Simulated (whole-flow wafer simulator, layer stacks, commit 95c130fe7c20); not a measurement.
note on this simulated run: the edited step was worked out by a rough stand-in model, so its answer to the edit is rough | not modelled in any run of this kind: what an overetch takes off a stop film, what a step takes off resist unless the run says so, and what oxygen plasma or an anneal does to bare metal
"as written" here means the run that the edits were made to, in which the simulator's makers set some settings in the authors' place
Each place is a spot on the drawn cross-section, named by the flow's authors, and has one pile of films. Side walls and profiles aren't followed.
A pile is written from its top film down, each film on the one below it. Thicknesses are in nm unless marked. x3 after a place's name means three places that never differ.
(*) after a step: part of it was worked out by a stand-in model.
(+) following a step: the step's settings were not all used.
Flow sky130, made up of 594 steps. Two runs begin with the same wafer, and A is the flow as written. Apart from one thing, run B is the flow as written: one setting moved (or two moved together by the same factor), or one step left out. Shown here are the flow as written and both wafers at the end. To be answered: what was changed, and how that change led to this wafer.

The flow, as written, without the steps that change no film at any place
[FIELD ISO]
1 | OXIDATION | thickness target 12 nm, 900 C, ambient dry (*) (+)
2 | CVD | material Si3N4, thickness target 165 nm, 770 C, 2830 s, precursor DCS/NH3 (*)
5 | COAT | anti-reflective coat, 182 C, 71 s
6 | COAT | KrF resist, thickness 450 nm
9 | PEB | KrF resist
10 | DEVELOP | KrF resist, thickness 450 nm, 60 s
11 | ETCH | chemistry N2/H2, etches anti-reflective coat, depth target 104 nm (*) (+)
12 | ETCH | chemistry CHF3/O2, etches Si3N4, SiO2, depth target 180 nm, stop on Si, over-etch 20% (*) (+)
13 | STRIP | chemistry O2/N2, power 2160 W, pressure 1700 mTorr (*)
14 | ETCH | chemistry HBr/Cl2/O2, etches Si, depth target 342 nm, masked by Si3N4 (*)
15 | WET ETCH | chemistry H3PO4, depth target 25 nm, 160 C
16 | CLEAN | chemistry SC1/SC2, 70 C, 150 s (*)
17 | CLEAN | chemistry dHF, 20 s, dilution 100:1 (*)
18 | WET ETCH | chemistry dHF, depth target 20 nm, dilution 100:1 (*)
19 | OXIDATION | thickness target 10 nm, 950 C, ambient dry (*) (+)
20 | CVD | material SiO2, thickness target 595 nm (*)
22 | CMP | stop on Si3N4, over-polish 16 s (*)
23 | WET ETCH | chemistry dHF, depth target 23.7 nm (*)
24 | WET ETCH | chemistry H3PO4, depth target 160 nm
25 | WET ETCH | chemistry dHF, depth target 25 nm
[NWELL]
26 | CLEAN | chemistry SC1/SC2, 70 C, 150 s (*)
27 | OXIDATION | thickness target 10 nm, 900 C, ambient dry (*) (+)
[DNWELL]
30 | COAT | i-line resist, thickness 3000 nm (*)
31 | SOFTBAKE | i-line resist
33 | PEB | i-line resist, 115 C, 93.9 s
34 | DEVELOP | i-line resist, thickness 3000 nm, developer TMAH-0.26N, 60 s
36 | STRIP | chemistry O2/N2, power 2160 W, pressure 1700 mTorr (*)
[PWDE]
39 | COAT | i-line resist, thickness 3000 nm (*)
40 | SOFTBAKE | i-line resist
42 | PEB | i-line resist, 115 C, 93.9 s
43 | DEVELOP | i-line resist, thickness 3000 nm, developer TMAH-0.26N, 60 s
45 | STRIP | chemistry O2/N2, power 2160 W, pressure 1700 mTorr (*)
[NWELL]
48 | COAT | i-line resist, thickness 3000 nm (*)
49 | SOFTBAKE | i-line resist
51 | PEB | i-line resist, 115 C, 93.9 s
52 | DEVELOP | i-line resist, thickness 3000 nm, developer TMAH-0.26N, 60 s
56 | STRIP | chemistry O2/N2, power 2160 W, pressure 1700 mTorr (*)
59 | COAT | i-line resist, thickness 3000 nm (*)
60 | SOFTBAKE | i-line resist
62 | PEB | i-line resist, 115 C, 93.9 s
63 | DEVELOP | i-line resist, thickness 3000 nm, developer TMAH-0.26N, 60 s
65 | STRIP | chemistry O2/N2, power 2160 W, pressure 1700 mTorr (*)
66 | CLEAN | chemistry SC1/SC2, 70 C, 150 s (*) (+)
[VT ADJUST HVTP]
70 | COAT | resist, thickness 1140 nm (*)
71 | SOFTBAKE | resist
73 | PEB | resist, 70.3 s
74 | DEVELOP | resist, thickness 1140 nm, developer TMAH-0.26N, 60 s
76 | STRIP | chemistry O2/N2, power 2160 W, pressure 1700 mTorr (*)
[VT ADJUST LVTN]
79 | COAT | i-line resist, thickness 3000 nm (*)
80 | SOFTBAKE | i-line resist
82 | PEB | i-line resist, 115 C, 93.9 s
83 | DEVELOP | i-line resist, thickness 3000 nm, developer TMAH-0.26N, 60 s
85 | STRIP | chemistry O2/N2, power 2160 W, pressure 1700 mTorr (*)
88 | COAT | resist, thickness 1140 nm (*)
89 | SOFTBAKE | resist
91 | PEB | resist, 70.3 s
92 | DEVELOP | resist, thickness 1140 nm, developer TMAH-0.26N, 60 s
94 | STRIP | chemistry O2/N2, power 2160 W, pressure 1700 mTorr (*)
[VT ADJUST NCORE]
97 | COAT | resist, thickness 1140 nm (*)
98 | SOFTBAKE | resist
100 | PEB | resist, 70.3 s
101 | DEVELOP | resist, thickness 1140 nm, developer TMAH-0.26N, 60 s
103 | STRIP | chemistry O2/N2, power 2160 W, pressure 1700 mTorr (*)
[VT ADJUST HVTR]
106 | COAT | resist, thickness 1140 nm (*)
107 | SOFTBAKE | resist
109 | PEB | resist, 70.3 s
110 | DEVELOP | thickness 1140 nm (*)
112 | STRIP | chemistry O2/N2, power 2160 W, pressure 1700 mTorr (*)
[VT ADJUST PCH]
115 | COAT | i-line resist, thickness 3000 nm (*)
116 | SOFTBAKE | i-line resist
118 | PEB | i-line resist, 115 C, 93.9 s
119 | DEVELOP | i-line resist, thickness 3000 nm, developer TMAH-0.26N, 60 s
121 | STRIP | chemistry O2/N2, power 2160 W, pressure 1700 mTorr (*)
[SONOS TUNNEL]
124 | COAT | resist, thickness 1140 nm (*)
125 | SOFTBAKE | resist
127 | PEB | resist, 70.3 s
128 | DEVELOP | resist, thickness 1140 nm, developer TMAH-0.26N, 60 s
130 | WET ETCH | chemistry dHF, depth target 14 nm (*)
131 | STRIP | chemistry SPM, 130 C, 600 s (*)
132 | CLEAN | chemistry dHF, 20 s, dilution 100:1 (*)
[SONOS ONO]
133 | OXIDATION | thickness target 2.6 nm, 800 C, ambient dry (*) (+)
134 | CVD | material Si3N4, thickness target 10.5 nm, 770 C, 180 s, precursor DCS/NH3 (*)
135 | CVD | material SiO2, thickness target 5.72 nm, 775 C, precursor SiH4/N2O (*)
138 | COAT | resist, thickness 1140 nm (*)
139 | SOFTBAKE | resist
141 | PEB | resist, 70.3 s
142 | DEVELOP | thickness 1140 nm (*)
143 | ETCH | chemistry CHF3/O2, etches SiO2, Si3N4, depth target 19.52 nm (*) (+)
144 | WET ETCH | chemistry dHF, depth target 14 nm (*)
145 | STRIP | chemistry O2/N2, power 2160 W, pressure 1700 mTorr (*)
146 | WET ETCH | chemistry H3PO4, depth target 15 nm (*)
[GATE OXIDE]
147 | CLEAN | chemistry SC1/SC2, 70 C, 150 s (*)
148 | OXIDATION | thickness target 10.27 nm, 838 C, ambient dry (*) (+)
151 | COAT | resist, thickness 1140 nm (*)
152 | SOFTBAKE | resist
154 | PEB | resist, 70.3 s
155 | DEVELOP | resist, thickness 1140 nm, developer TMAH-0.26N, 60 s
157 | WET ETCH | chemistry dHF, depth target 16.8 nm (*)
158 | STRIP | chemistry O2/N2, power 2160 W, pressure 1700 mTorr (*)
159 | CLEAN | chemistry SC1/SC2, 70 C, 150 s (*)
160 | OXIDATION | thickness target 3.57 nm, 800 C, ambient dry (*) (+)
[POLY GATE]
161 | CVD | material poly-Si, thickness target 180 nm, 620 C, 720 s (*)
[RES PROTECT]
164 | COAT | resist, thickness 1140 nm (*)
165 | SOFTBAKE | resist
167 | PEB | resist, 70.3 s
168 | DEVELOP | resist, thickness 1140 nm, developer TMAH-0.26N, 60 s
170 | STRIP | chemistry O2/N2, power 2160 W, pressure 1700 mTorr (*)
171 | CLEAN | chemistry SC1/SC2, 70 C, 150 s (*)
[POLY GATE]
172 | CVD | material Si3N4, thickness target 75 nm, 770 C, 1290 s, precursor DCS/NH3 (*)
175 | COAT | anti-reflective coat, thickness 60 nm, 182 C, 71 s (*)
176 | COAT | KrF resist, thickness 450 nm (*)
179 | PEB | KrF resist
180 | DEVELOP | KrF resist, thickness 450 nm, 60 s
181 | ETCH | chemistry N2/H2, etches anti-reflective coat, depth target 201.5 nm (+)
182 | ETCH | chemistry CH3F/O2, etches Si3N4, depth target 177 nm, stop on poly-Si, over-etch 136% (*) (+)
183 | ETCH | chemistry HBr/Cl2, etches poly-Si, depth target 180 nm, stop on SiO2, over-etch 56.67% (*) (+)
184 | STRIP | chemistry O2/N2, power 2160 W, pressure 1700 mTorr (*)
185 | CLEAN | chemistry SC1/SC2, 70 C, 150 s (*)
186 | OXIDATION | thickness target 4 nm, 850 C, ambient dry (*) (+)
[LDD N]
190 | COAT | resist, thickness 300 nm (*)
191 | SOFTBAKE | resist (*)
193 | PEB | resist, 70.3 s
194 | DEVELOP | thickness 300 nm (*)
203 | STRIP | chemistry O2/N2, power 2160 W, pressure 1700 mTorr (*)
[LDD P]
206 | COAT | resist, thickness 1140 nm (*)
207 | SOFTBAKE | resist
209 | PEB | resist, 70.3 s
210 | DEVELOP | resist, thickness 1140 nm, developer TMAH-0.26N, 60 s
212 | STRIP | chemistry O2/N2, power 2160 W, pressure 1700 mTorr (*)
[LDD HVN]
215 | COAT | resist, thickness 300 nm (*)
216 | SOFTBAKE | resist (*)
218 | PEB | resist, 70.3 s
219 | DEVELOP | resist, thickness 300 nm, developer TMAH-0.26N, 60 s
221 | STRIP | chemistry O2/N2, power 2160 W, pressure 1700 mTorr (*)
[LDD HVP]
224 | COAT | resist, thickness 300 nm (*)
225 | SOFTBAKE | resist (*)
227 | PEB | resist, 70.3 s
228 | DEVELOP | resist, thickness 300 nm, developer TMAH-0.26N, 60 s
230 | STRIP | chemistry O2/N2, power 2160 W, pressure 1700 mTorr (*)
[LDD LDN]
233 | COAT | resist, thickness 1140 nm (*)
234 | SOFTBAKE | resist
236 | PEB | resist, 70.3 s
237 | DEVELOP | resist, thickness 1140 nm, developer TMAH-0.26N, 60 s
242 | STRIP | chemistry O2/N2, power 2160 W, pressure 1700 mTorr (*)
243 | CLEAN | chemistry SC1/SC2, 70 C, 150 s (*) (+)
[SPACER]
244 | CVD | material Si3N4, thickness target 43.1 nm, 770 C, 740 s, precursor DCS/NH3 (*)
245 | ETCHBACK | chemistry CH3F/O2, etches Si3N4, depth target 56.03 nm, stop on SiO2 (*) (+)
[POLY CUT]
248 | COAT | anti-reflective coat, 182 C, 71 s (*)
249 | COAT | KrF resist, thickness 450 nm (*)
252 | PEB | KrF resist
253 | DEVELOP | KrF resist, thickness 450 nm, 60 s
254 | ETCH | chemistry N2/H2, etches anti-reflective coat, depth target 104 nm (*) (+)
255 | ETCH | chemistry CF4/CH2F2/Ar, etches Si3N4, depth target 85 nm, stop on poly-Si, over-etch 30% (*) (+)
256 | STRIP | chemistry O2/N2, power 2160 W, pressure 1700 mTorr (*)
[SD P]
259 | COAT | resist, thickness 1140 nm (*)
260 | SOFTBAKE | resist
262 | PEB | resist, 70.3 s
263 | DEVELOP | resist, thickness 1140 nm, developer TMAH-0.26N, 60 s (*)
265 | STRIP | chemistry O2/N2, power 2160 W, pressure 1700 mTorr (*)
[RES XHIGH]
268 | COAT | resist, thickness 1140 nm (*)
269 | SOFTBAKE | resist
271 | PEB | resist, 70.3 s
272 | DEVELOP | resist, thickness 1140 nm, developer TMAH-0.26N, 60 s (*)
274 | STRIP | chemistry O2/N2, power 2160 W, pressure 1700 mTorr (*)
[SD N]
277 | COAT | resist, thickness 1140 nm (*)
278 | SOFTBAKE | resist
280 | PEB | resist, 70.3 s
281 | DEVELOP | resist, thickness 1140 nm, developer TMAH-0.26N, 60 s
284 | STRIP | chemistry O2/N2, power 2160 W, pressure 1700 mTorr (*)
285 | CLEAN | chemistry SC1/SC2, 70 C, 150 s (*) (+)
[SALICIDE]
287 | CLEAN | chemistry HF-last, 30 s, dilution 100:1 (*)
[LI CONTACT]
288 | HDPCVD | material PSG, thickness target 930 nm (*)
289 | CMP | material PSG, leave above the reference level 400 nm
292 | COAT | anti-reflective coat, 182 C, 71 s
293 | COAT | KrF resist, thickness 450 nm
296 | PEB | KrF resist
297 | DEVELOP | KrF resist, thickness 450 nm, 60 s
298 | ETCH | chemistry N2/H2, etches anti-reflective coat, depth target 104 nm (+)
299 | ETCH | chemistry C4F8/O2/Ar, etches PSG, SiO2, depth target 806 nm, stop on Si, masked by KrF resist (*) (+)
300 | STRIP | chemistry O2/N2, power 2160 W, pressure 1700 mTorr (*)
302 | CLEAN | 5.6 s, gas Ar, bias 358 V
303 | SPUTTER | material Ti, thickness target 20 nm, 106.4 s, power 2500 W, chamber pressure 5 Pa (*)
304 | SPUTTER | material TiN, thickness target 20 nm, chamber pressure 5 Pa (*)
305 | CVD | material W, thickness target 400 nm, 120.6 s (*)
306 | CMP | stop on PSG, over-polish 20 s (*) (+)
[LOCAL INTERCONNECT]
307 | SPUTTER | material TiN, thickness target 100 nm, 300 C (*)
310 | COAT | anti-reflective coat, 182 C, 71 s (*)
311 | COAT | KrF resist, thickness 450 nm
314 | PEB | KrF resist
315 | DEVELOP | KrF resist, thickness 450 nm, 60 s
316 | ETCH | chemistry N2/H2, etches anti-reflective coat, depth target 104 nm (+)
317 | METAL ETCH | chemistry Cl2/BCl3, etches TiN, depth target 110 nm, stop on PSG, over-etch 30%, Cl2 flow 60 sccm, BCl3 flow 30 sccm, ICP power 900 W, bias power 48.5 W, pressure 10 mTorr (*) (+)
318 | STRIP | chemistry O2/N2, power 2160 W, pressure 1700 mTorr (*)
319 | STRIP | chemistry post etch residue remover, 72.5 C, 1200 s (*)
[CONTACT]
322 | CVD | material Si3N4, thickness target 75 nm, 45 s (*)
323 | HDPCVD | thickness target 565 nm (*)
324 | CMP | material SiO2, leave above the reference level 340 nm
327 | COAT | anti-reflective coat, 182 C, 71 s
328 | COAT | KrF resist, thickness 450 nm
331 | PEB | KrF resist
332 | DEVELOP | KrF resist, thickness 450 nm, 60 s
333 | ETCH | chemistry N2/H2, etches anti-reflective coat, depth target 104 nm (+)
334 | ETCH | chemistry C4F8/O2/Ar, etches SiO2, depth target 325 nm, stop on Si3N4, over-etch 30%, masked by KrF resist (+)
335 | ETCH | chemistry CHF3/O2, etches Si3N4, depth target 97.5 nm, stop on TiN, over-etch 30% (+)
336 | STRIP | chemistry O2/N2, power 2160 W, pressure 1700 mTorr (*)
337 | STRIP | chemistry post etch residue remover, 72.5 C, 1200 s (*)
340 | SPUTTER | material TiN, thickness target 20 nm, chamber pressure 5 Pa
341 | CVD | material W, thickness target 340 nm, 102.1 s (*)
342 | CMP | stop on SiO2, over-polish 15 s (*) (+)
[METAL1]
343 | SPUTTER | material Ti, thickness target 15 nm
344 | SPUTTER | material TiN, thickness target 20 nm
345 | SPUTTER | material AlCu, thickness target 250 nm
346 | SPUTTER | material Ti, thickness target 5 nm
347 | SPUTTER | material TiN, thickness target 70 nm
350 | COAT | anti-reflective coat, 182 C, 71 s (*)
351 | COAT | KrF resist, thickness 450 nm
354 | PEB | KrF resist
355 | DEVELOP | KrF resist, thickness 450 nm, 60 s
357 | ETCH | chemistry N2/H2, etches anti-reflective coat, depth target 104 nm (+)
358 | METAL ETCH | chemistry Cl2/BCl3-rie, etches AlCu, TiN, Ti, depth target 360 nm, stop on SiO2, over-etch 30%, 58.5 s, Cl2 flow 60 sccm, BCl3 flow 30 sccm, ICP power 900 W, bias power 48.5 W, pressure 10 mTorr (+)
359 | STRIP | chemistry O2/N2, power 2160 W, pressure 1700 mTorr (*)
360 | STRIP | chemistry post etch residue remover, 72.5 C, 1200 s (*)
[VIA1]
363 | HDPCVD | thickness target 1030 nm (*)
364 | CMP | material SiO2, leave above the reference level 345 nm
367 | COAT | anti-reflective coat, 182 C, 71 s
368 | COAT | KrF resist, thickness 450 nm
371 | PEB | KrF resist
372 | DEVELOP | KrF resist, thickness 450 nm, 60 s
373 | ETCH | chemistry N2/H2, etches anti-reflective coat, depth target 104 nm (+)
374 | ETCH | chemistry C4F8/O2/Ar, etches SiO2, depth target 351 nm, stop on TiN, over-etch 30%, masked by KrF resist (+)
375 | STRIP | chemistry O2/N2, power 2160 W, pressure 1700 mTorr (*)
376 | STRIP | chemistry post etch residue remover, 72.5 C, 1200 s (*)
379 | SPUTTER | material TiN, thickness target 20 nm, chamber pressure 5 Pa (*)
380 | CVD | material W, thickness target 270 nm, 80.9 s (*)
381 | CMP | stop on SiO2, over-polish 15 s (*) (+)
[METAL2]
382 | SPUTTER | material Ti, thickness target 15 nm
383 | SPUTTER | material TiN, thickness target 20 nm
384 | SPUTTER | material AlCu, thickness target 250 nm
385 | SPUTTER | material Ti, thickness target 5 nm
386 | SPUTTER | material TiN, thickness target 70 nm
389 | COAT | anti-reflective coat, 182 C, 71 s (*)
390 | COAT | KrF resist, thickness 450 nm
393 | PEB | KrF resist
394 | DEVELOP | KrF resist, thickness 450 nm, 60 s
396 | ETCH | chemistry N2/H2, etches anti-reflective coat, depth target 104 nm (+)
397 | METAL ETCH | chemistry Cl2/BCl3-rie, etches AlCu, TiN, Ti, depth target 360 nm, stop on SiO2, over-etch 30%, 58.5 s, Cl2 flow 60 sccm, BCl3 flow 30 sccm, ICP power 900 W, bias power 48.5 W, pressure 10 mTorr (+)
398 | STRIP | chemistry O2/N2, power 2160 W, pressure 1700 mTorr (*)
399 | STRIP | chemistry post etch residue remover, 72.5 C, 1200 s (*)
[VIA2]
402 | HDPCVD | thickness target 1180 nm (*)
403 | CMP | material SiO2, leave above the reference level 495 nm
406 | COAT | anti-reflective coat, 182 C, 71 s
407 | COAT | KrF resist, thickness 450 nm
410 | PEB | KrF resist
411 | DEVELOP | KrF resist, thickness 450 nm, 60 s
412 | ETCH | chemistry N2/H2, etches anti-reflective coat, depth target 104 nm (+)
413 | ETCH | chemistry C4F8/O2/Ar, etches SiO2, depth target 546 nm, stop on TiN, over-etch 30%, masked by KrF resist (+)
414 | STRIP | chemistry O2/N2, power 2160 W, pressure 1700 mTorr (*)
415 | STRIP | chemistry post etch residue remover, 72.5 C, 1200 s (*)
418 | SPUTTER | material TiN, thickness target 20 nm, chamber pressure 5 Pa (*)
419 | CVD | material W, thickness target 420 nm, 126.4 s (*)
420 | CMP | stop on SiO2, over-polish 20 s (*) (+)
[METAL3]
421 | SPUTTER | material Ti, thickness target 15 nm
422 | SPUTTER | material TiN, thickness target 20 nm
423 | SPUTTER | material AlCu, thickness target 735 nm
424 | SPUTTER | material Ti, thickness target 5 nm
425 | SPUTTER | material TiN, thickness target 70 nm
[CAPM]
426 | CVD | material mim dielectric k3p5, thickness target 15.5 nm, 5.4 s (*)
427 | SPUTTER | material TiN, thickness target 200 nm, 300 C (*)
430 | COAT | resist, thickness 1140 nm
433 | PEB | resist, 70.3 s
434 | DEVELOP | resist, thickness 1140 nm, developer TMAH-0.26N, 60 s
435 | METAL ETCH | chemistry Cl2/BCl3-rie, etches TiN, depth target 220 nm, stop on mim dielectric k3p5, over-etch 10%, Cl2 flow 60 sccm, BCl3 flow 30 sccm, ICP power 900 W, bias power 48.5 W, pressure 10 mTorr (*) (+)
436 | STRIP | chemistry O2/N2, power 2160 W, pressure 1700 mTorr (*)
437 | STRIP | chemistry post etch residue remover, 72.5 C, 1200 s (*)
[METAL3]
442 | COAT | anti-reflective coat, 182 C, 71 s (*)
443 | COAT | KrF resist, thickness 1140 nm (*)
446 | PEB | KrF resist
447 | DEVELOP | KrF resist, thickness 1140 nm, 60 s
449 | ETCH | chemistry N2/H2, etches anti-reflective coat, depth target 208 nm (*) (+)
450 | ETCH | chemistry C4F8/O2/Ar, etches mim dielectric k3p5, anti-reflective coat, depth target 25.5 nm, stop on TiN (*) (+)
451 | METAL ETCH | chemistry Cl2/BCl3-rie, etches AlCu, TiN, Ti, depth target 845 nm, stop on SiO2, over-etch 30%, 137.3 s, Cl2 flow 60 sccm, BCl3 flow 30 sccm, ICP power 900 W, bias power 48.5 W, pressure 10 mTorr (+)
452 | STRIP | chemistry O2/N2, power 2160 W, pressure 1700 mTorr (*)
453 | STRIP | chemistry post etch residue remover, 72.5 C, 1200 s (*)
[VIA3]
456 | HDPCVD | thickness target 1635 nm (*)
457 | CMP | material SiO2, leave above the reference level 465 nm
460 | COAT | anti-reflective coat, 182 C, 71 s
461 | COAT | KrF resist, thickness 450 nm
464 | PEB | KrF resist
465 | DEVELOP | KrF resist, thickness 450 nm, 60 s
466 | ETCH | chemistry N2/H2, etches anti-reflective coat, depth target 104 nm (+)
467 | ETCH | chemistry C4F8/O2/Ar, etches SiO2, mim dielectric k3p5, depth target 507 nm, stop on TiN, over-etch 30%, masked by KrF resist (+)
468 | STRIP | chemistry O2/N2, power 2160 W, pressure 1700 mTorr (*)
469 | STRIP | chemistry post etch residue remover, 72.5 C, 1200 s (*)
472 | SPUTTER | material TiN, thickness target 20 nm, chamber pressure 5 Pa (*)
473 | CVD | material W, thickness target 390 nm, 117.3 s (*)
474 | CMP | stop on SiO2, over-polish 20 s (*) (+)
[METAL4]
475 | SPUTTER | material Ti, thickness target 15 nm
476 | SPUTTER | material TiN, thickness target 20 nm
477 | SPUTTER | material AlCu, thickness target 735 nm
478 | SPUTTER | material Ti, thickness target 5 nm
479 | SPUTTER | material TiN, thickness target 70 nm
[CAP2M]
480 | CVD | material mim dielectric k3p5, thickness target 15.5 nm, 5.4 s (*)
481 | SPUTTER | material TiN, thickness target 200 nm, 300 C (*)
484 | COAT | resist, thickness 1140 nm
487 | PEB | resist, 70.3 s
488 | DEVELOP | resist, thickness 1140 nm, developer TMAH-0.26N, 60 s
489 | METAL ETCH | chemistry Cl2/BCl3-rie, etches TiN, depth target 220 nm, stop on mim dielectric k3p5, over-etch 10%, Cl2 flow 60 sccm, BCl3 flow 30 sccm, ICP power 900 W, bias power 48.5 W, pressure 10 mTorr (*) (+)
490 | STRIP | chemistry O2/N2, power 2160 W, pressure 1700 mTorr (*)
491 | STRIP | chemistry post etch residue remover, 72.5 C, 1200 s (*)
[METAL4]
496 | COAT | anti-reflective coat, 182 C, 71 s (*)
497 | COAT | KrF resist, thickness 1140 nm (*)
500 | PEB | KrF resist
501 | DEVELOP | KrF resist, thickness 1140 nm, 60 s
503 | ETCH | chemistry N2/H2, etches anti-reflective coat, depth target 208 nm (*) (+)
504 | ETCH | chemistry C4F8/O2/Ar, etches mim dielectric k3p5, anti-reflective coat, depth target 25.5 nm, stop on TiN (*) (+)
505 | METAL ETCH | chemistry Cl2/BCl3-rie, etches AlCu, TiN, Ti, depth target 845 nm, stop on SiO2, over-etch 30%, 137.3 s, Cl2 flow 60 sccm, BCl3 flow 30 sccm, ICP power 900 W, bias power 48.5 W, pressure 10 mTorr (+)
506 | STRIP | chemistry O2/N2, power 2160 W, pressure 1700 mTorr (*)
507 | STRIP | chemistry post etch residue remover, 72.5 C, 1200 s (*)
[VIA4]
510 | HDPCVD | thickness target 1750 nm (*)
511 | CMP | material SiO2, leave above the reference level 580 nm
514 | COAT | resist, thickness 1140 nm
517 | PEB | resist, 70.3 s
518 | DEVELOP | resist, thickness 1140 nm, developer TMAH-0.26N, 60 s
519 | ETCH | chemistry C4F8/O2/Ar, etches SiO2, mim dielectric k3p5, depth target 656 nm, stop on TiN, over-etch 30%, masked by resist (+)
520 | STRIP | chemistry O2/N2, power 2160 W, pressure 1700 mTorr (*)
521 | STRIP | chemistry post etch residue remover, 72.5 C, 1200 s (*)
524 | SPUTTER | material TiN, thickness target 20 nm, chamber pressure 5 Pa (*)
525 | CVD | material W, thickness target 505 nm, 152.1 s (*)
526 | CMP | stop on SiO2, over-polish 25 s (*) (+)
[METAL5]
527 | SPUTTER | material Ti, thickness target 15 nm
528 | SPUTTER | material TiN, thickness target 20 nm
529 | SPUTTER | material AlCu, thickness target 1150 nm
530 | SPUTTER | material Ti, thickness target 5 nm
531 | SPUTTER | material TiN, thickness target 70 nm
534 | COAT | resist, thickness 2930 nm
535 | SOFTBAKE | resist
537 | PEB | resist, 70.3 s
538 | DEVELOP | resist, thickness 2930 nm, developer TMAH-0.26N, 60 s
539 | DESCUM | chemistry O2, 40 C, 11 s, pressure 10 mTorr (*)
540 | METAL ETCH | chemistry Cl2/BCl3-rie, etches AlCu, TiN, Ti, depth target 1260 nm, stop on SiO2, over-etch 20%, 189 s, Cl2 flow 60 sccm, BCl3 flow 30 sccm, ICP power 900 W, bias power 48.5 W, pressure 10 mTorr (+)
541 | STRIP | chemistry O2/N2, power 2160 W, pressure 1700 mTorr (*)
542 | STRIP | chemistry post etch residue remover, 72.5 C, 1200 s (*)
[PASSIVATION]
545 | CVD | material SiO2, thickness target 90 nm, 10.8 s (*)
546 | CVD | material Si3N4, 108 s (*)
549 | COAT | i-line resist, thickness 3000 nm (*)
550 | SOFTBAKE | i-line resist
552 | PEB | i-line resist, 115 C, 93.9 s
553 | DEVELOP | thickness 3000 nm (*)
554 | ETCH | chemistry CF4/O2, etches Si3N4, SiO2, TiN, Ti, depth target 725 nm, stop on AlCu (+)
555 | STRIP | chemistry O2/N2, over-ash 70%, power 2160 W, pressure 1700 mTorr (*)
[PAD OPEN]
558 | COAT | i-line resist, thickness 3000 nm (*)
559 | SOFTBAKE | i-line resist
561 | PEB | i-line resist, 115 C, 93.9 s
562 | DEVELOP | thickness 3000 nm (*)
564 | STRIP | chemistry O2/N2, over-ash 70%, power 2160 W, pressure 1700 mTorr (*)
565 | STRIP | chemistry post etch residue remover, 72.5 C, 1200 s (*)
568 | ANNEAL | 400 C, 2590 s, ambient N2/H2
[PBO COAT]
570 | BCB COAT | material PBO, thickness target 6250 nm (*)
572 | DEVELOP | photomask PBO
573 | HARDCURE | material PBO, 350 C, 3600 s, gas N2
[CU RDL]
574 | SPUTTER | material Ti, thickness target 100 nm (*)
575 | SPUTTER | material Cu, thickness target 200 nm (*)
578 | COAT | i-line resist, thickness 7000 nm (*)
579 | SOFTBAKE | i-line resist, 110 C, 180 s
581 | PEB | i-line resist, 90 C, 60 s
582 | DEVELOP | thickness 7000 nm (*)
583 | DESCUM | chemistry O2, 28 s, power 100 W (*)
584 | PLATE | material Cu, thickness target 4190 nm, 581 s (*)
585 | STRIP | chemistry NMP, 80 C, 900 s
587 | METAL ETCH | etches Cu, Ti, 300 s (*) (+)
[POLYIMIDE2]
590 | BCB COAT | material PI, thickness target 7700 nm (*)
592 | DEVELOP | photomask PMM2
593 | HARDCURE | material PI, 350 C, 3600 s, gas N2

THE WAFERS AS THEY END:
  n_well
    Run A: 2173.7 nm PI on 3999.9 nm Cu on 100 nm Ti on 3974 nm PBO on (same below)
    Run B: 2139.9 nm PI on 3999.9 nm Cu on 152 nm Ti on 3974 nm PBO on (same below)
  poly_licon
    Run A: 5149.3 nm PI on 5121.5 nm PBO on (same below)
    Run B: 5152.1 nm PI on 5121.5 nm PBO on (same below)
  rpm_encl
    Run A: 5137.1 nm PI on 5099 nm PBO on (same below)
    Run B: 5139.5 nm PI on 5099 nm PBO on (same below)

Cause: step 574, SPUTTER: thickness target 152 nm was run, though the flow has thickness target 100 nm.
One can read it off the wafer: n_well has Ti 152, and step 574 as written asks for 100 nm.

How this came from the change, step by step:
  574 | SPUTTER | material Ti, thickness target 100 nm (*)
      field, active, n_well and 190 more: A +100 Ti (new film) | B +152 Ti (new film)
  587 | METAL ETCH | etches Cu, Ti, 300 s (*) (+)
      field, active, gate and 167 more: A -200 Cu (all of it), -100 Ti (all of it) | B -200 Cu (all of it), -152 Ti (all of it)
  590 | BCB COAT | material PI, thickness target 7700 nm (*)
      de16_gate_nw: A +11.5 um PI (new film) | B +11.55 um PI (new film)
